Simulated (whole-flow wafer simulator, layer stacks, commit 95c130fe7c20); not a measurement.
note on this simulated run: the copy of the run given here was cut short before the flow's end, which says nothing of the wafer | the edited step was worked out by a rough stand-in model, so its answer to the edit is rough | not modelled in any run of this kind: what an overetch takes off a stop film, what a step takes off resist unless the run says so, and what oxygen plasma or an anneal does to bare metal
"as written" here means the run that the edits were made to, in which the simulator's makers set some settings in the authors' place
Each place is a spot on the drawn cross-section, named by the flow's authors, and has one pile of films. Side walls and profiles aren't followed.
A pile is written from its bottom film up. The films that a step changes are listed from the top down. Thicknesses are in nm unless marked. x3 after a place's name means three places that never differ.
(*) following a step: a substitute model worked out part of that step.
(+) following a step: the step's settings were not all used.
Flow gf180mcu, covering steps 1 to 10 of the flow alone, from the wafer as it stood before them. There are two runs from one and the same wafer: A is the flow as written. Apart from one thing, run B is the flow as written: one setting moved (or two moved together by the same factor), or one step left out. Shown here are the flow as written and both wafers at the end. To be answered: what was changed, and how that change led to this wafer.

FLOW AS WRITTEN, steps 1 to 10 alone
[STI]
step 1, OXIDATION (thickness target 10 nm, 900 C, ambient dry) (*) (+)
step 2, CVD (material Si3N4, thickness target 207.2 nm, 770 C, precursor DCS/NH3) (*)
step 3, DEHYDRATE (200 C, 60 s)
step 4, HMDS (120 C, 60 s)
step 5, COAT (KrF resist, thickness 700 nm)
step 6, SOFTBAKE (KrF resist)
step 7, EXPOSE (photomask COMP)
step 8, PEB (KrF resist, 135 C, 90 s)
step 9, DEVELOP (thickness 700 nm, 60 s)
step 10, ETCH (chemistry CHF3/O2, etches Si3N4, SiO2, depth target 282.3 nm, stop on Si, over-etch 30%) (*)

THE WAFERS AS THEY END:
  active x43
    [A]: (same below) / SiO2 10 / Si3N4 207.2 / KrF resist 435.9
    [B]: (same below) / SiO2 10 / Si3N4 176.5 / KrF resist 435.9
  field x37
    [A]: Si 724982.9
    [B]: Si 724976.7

What caused this: step 2, CVD: thickness target 176.5 nm was run, while the flow as written has thickness target 207.2 nm.
The wafer lets one read it off: active x43 has Si3N4 176.5, and step 2 as written asks for 207.2 nm.

Step by step, how the change led to this:
  step 2, CVD (material Si3N4, thickness target 207.2 nm, 770 C, precursor DCS/NH3) (*)
      field x37, active x43: A Si3N4 gains 207.2 (new film) | B Si3N4 gains 176.5 (new film)
  step 10, ETCH (chemistry CHF3/O2, etches Si3N4, SiO2, depth target 282.3 nm, stop on Si, over-etch 30%) (*)
      field x37: A Si3N4 loses 207.2 (all of it), SiO2 loses 10 (all of it), Si loses 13 | B Si3N4 loses 176.5 (all of it), SiO2 loses 10 (all of it), Si loses 19.2
